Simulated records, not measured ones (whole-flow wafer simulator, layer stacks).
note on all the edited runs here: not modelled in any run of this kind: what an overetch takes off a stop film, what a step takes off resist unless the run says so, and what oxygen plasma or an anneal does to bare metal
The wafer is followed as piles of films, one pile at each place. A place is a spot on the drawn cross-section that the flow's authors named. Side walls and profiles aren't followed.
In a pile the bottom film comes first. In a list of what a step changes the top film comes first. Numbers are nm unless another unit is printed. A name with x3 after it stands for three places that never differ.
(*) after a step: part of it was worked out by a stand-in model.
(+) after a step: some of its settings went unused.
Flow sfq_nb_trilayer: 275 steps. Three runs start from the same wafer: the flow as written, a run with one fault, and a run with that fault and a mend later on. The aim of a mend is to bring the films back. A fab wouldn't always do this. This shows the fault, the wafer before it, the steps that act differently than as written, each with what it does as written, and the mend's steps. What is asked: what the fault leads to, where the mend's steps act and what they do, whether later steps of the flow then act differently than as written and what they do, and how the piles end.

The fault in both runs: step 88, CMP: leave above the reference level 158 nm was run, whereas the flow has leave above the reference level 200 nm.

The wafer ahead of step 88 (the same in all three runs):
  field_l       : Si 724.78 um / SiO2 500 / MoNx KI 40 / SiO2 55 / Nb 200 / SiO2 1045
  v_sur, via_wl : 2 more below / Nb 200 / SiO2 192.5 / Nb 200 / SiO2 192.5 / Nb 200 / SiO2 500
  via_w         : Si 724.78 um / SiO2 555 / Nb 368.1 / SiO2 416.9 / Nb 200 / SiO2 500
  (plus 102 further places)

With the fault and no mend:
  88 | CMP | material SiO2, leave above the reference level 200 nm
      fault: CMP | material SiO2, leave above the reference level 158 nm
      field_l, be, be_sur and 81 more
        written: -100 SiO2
        fault: -142 SiO2
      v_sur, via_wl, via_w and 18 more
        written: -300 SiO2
        fault: -342 SiO2
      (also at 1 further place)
  Later steps of the flow acting differently than as written (4 more steps, not shown, differ only slightly: by at most 2% or 0.5 nm, whichever is larger):
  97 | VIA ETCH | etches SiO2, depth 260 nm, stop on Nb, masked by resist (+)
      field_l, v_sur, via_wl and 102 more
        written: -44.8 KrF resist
        fault: -40.8 KrF resist
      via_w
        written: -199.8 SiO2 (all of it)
        fault: -157.8 SiO2 (all of it)
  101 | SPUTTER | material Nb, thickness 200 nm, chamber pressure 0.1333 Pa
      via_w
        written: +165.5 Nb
        fault: +174.7 Nb
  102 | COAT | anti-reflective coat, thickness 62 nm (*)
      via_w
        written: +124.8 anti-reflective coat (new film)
        fault: +114 anti-reflective coat (new film)
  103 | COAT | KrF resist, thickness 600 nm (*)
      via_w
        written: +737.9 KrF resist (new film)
        fault: +703.8 KrF resist (new film)
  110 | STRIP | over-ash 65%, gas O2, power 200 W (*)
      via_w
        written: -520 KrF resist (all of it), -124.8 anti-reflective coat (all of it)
        fault: -485.9 KrF resist (all of it), -114 anti-reflective coat (all of it)
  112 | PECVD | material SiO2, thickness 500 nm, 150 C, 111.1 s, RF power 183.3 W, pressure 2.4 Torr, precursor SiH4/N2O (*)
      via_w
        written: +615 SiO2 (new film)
        fault: +539.3 SiO2 (new film)
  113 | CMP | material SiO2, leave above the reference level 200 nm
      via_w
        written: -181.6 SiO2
        fault: -157.1 SiO2
  The piles end different from the flow's at v_sur, via_wl, via_w and 77 more by more than 2% or 0.5 nm, whichever is larger.
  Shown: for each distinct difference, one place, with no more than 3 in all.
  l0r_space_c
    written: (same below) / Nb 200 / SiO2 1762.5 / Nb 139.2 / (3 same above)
    fault: (same below) / Nb 200 / SiO2 1720.5 / Nb 139.2 / (3 same above)
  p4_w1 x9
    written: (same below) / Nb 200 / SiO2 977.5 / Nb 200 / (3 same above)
    fault: (same below) / Nb 200 / SiO2 935.5 / Nb 200 / (3 same above)
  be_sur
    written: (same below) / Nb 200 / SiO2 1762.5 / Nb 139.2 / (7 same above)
    fault: (same below) / Nb 200 / SiO2 1720.5 / Nb 139.2 / (7 same above)

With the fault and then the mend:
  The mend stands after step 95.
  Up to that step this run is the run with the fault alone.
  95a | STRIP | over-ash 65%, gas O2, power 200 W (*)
      field_l, v_sur, via_wl and 102 more
        -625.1 KrF resist (all of it), -62 anti-reflective coat (all of it)
      via_w
        -62 anti-reflective coat (all of it)
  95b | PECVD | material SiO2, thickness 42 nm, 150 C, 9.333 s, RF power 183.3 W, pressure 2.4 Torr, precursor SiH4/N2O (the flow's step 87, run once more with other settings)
      field_l, v_sur, via_wl and 103 more
        +42 SiO2
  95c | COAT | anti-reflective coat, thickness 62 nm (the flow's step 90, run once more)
      field_l, v_sur, via_wl and 103 more
        +62 anti-reflective coat (new film)
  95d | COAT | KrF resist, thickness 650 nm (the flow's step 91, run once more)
      field_l, v_sur, via_wl and 103 more
        +650 KrF resist (new film)
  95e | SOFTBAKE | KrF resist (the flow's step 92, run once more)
      leaves every film unchanged at each place that is followed
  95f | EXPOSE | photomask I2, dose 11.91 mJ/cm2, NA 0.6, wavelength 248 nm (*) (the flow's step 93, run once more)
      leaves every film unchanged at each place that is followed
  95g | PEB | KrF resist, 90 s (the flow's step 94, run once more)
      field_l, v_sur, via_wl and 103 more
        -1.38 KrF resist
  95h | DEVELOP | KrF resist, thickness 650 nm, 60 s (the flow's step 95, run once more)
      field_l, v_sur, via_wl and 102 more
        -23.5 KrF resist
      via_w
        -648.6 KrF resist (all of it)
  Later steps of the flow that are run all act as written at every place that is followed, up to a difference of at most 2% or 0.5 nm, whichever is larger.
  At every place that both follow, the piles at the end match the flow's.
